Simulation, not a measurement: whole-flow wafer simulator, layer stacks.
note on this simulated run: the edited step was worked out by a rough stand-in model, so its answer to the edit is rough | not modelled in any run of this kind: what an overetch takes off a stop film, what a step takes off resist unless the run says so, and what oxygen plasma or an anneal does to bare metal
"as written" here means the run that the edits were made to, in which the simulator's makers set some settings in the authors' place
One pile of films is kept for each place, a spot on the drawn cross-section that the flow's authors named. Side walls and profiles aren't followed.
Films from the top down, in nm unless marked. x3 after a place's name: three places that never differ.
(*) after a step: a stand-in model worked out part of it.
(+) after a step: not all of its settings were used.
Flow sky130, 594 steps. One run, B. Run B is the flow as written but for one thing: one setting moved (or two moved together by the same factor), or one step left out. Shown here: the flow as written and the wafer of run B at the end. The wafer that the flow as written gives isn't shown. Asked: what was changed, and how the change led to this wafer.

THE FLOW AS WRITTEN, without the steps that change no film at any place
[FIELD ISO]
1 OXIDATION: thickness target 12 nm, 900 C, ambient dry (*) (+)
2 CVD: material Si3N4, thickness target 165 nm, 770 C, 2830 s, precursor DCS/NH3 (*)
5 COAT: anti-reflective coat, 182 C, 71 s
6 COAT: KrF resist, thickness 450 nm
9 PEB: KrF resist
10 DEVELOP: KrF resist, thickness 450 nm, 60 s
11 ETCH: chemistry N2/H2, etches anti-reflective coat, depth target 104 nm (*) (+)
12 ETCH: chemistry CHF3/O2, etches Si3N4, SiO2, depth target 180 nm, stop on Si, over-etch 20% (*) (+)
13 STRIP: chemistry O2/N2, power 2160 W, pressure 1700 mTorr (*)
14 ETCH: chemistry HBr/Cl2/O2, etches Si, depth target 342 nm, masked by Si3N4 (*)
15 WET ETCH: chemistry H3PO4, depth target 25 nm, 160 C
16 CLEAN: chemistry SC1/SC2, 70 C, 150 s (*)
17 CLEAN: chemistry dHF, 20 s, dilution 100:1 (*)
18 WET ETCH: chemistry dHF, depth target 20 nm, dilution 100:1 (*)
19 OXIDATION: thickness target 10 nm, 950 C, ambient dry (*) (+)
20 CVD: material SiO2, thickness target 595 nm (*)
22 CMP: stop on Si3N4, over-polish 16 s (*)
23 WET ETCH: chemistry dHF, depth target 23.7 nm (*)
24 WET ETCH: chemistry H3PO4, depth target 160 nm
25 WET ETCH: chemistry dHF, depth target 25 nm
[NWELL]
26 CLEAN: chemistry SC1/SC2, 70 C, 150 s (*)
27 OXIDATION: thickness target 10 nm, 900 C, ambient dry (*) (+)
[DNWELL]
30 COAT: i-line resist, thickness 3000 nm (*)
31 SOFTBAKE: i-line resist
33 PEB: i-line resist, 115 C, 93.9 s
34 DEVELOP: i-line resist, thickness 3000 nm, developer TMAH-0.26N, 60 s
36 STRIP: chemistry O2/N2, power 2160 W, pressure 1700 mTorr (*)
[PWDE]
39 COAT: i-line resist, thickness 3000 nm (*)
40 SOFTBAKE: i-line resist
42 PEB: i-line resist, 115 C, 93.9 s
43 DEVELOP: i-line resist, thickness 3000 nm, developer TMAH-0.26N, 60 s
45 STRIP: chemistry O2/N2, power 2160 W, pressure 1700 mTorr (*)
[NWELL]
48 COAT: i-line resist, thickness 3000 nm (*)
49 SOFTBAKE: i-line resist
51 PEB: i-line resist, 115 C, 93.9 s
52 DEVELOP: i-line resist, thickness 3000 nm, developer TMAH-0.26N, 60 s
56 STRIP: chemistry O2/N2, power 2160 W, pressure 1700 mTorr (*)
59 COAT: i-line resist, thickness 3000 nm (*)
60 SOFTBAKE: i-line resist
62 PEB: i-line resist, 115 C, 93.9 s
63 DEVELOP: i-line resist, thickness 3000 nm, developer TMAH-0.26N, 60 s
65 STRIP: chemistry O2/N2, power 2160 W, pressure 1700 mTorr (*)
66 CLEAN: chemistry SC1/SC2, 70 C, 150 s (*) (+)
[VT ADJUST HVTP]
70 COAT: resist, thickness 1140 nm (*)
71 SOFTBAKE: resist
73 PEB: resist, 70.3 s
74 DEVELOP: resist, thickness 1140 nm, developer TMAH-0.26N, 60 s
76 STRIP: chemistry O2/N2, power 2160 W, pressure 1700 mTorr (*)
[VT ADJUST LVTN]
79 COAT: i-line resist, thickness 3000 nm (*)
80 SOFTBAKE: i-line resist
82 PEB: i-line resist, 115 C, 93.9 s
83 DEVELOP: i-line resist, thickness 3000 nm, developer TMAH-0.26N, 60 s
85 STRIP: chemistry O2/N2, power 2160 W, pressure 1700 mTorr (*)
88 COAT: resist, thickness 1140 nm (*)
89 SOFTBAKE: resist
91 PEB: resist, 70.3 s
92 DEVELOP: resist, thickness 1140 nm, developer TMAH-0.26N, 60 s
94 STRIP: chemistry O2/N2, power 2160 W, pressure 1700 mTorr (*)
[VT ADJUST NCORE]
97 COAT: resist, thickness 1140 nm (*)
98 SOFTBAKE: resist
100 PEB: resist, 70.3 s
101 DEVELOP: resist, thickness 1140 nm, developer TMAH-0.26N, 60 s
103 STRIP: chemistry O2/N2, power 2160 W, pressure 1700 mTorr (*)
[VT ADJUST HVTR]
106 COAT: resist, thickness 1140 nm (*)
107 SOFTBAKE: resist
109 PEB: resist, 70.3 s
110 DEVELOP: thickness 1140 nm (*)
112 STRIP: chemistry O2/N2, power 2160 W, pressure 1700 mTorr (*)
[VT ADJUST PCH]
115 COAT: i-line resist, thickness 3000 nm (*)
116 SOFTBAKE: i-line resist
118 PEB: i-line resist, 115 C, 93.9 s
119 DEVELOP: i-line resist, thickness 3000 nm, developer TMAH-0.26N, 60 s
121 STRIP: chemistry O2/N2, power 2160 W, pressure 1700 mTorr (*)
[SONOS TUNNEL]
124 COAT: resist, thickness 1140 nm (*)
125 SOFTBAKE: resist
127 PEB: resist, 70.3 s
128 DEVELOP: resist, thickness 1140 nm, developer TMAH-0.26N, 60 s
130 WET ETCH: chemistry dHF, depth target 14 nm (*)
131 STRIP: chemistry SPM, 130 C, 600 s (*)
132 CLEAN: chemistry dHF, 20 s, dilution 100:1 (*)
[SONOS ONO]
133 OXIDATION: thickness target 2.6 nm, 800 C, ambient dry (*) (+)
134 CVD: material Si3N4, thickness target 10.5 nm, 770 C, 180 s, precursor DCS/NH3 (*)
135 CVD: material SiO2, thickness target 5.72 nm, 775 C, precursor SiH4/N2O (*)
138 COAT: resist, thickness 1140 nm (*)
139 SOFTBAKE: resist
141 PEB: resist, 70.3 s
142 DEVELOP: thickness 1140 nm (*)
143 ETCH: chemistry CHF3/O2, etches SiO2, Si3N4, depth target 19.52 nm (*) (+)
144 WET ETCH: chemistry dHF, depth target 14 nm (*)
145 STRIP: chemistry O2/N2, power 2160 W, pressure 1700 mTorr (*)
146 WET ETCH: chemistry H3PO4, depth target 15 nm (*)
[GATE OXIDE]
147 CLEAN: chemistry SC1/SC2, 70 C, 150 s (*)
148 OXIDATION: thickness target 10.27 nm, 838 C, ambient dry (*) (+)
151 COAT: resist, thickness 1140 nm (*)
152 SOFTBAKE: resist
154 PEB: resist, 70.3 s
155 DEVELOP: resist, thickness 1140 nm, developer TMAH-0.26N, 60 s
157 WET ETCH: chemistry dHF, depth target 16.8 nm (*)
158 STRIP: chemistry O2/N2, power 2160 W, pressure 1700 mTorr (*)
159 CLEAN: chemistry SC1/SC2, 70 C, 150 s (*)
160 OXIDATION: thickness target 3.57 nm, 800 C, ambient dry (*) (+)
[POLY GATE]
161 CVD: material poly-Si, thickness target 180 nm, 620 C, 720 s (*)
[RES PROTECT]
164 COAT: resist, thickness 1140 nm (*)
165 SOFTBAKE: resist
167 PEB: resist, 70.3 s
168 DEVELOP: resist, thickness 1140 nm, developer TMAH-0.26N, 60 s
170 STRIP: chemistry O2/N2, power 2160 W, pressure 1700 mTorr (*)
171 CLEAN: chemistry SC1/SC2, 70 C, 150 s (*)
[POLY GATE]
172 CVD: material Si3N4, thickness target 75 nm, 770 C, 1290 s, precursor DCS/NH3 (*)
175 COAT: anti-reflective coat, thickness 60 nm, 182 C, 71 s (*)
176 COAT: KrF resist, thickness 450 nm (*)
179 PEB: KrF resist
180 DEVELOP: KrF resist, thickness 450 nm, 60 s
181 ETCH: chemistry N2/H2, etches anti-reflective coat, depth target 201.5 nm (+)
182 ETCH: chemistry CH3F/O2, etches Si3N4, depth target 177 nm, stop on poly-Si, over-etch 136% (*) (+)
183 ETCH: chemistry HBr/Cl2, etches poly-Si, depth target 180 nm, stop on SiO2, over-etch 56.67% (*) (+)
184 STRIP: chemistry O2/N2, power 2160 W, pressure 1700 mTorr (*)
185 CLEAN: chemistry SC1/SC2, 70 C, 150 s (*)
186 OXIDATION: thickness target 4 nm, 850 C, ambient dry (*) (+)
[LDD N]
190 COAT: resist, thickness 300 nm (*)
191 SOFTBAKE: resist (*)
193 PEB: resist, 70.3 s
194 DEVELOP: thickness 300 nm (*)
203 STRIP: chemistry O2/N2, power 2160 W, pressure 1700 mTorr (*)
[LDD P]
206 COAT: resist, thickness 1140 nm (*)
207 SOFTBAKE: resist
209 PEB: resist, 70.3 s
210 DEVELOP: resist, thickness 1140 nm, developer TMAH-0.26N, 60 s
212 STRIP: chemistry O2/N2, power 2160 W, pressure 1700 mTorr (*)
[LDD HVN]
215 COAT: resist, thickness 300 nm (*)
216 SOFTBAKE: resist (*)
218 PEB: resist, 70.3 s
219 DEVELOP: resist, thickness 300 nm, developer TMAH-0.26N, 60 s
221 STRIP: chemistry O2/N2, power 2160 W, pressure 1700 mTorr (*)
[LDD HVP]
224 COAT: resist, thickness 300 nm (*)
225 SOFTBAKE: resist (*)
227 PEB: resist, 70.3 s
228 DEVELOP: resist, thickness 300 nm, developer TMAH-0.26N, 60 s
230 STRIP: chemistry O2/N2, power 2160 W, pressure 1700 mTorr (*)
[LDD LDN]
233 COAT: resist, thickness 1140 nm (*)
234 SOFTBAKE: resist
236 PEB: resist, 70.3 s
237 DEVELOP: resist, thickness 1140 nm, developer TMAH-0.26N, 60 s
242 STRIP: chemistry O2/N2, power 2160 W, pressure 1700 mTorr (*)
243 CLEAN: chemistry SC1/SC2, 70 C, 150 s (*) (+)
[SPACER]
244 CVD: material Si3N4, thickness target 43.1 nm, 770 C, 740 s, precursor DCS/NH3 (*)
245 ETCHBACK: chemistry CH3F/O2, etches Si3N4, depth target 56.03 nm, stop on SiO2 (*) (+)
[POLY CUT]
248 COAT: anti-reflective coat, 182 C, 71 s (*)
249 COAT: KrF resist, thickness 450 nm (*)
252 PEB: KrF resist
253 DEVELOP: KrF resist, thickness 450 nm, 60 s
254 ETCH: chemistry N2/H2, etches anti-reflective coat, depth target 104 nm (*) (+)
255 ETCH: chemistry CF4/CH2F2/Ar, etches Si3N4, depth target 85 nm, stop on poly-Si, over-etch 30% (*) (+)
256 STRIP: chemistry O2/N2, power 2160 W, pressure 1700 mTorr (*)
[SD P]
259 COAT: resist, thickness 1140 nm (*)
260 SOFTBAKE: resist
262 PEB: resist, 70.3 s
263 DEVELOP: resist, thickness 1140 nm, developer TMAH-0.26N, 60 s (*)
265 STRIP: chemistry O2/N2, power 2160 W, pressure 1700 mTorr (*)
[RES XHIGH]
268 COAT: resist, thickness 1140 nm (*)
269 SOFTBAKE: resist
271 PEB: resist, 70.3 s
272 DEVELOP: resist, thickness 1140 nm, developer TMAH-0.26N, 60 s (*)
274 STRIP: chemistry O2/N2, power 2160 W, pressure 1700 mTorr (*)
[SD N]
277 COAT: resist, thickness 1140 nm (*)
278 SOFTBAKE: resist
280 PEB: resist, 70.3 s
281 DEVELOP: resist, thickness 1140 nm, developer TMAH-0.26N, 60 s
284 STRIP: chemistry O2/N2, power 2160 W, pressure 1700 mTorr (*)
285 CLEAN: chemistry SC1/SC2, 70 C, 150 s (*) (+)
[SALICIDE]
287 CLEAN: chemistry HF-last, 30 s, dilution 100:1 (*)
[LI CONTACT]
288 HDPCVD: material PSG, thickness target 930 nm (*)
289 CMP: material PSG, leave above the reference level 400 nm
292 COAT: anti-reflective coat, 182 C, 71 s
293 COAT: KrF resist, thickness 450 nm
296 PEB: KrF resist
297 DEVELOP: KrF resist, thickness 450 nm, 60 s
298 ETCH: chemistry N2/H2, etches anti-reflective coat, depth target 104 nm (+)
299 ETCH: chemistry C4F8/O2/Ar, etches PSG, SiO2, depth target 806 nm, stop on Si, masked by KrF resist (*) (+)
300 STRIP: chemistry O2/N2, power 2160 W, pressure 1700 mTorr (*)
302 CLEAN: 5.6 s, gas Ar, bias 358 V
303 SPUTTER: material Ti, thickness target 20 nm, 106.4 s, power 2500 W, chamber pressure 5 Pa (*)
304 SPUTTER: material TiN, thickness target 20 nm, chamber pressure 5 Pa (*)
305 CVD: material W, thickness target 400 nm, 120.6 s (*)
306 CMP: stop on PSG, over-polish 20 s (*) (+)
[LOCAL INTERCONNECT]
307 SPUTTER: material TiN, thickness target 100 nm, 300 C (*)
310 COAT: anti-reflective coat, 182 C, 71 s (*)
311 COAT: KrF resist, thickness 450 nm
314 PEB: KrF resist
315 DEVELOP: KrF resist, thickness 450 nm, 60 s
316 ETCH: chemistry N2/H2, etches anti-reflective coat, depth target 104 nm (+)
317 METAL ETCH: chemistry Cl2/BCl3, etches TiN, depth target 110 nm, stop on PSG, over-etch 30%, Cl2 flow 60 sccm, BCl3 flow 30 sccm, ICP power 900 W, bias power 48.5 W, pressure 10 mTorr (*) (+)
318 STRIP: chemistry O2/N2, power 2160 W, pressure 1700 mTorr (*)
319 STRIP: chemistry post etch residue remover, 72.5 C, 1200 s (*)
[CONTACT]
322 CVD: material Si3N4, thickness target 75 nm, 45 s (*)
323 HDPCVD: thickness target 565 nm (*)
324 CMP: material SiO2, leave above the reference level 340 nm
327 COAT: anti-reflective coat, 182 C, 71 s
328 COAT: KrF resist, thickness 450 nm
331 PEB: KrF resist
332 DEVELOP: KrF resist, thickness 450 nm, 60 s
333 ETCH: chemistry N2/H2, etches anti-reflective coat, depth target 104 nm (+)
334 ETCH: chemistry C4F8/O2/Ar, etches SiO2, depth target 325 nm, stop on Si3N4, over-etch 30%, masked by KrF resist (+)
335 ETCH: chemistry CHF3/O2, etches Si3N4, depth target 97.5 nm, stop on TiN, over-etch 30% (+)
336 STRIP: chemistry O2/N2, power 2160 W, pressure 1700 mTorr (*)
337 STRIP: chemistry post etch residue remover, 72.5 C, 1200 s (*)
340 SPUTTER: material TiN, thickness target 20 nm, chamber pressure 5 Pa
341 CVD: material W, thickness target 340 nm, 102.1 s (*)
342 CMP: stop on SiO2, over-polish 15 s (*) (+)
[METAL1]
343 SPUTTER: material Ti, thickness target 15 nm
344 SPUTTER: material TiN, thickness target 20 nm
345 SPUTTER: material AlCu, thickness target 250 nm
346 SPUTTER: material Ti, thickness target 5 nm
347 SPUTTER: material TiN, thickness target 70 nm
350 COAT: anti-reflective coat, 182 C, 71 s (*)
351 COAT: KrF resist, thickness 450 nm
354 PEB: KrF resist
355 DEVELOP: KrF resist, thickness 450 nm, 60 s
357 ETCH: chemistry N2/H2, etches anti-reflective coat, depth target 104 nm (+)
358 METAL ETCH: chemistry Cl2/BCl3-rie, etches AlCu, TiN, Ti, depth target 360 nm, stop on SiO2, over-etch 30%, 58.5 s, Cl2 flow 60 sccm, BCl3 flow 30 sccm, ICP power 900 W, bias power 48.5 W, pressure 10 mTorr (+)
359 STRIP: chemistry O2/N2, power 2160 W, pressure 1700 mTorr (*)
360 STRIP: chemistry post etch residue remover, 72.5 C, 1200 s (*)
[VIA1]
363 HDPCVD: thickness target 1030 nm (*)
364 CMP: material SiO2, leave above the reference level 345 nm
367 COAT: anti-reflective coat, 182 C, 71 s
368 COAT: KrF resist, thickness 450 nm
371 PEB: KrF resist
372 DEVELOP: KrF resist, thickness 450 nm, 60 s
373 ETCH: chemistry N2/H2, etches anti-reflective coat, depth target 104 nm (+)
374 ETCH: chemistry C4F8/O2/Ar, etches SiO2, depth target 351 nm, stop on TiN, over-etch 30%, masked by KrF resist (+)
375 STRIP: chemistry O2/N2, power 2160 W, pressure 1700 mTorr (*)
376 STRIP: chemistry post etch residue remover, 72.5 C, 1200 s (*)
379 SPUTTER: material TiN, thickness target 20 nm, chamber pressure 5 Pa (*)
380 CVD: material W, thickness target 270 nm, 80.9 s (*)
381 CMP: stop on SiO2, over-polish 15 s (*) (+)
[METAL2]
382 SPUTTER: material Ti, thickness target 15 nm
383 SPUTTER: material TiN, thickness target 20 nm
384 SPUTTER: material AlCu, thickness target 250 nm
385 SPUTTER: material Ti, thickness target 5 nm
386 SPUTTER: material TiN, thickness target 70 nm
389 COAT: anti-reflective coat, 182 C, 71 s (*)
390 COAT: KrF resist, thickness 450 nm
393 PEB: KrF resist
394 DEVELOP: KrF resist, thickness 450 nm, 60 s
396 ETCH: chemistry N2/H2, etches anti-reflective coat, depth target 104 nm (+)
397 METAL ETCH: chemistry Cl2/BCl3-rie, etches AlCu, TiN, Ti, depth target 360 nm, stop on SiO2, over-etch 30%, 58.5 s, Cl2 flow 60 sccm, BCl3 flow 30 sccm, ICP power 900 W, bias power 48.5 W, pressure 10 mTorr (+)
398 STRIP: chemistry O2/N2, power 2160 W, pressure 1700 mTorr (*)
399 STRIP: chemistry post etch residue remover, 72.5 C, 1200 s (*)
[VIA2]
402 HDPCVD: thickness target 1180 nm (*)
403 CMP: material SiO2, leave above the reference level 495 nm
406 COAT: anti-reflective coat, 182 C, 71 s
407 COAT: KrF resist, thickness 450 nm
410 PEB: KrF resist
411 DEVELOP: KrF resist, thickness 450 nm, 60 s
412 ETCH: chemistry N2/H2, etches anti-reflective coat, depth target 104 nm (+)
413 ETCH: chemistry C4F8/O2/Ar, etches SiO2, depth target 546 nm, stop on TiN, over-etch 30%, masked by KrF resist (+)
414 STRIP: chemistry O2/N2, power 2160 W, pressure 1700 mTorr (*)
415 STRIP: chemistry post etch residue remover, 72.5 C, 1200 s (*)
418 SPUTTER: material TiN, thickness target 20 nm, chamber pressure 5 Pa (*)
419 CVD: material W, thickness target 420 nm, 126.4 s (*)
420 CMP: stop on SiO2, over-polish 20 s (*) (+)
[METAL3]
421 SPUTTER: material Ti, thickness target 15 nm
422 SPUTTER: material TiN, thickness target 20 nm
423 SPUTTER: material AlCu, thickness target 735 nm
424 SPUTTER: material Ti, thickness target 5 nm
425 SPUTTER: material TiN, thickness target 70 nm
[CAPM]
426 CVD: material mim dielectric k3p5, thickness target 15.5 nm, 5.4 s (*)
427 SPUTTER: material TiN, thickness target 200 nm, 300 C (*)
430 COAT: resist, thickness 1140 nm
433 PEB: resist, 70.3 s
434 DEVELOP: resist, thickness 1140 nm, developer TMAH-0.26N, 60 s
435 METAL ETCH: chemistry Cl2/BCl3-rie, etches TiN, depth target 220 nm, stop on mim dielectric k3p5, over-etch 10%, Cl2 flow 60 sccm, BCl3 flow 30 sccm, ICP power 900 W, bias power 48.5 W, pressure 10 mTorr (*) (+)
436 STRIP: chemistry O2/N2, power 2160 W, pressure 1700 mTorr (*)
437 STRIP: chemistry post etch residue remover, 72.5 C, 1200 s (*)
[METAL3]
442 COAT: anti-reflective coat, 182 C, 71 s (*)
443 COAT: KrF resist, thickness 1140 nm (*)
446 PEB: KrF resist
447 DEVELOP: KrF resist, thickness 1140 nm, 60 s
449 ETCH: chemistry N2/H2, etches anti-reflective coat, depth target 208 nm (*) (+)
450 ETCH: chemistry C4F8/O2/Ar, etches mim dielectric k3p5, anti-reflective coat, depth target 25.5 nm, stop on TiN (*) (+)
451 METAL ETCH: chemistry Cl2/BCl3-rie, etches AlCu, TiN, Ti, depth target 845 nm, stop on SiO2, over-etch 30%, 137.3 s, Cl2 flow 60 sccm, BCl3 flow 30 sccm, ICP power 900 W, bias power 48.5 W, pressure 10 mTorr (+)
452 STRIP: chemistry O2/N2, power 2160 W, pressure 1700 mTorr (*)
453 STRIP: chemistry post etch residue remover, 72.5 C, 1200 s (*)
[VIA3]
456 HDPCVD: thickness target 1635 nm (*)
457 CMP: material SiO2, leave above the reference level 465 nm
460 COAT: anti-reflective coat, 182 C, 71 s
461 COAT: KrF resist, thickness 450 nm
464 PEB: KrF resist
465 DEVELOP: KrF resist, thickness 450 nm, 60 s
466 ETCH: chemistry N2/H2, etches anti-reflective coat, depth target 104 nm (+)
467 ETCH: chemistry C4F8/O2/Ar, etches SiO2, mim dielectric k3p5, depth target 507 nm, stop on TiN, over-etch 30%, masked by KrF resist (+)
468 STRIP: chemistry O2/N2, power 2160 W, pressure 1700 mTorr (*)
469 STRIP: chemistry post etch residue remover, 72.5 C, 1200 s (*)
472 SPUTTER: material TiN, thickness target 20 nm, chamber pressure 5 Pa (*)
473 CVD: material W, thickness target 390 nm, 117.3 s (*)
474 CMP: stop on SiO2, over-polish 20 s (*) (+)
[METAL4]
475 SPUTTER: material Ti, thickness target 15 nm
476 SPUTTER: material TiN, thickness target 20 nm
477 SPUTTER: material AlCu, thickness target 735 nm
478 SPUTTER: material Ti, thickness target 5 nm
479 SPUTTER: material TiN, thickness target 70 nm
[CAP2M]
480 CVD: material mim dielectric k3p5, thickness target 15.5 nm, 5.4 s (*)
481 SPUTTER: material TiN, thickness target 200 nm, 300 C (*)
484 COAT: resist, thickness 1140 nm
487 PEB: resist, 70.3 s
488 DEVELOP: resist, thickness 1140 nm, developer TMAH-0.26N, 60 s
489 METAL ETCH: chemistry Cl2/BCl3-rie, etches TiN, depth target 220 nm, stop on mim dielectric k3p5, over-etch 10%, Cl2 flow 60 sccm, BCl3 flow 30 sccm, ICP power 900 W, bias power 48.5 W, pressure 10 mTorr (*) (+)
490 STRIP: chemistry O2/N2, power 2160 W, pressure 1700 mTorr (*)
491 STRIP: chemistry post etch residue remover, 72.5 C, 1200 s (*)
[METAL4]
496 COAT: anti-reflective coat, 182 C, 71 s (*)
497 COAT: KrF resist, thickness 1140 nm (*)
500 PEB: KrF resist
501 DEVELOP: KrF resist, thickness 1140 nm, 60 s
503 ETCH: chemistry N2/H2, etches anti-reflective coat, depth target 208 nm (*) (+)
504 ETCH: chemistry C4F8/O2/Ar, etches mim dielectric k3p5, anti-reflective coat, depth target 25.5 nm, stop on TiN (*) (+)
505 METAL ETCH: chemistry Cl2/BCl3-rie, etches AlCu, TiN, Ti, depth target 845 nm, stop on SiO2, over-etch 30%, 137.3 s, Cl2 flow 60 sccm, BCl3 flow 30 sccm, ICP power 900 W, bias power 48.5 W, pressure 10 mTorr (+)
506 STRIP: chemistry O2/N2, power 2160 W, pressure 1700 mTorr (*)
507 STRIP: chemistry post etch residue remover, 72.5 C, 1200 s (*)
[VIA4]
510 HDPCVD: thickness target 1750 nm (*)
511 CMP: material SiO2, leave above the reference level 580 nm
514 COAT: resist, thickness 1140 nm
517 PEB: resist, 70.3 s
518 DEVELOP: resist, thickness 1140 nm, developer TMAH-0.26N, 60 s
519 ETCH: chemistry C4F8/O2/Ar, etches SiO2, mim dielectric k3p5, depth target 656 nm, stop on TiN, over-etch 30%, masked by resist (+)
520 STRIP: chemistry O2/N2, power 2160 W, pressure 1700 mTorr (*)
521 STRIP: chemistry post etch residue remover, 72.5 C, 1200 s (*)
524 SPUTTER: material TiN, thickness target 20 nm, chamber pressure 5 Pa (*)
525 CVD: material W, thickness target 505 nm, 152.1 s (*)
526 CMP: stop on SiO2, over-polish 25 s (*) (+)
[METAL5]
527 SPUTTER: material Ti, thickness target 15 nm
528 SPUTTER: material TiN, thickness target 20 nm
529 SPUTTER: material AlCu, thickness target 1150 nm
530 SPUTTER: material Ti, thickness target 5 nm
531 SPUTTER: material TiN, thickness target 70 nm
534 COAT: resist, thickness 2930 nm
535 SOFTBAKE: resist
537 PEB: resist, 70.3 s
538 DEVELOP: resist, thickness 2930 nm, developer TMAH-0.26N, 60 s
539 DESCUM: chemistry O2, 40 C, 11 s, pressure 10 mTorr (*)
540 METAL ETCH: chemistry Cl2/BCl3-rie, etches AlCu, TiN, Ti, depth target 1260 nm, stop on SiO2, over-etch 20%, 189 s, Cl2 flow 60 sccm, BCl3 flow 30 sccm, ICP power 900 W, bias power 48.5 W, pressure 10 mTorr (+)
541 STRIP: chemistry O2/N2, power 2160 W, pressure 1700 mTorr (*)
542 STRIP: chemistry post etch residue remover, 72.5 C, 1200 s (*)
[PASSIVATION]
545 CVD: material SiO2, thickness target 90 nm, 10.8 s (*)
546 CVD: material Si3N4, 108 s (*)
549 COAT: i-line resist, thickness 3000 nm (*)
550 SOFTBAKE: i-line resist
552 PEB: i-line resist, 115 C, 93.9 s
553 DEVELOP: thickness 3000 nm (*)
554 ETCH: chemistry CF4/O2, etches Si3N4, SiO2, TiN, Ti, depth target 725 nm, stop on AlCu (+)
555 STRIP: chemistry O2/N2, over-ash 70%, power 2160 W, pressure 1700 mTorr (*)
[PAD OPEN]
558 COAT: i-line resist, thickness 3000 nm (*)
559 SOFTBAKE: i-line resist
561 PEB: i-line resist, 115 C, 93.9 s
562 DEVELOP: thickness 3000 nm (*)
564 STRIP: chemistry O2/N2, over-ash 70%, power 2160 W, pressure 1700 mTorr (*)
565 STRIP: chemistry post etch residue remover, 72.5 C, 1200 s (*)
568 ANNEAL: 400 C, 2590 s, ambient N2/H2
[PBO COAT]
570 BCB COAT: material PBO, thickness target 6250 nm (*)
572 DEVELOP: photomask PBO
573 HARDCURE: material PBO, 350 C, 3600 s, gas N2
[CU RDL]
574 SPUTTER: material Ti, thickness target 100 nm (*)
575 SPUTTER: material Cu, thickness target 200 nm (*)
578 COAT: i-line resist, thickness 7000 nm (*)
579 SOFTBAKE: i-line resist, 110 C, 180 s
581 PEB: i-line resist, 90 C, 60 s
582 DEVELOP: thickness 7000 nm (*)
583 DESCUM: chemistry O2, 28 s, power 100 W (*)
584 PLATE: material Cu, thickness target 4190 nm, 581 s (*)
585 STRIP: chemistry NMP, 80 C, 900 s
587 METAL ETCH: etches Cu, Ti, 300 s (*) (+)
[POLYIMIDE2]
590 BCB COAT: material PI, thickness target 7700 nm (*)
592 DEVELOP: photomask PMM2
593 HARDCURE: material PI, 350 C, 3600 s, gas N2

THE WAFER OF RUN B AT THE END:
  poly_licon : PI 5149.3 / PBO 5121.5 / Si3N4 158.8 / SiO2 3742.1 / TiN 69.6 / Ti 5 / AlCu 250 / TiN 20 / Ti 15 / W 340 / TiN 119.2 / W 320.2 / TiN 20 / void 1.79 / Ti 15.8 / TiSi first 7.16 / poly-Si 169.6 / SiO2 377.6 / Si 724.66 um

The cause: step 305, CVD: thickness target 320 nm was run, where the flow has thickness target 400 nm; step 305, CVD: 96.45 s was run, where the flow has 120.6 s.

How the change led to this, step by step:
  305 CVD: material W, thickness target 400 nm, 120.6 s (*)
      field, active, n_well and 185 more: W +320.2 (new film) (as written it would be: W +400 (new film))
      ndiff_licon: W +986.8 (new film) (as written it would be: W +1066.5 (new film))
      (and at 2 more places)
  306 CMP: stop on PSG, over-polish 20 s (*) (+)
      poly_licon: nothing (as written it would be: W -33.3)
      field, active, n_well and 184 more: W -320.2 (all of it), TiN -20 (all of it), Ti -20 (all of it), PSG -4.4 (as written it would be: W -400 (all of it), TiN -20 (all of it), Ti -20 (all of it), PSG -4.4)
      (and at 3 more places)
  310 COAT: anti-reflective coat, 182 C, 71 s (*)
      poly_licon: anti-reflective coat +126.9 (new film) (as written it would be: anti-reflective coat +80.5 (new film))
  318 STRIP: chemistry O2/N2, power 2160 W, pressure 1700 mTorr (*)
      poly_licon: KrF resist -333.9 (all of it), anti-reflective coat -126.9 (all of it) (as written it would be: KrF resist -333.9 (all of it), anti-reflective coat -80.5 (all of it))
  324 CMP: material SiO2, leave above the reference level 340 nm
      poly_licon: SiO2 -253 (as written it would be: SiO2 -299.5)
  334 ETCH: chemistry C4F8/O2/Ar, etches SiO2, depth target 325 nm, stop on Si3N4, over-etch 30%, masked by KrF resist (+)
      poly_licon: SiO2 -311.3 (all of it) (as written it would be: SiO2 -264.9 (all of it))
  342 CMP: stop on SiO2, over-polish 15 s (*) (+)
      poly_licon: nothing (as written it would be: W -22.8)
  350 COAT: anti-reflective coat, 182 C, 71 s (*)
      poly_licon: anti-reflective coat +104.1 (new film) (as written it would be: anti-reflective coat +80.5 (new film))
  359 STRIP: chemistry O2/N2, power 2160 W, pressure 1700 mTorr (*)
      poly_licon: KrF resist -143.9 (all of it), anti-reflective coat -104.1 (all of it) (as written it would be: KrF resist -143.9 (all of it), anti-reflective coat -80.5 (all of it))
  364 CMP: material SiO2, leave above the reference level 345 nm
      poly_licon: SiO2 -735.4 (as written it would be: SiO2 -759)
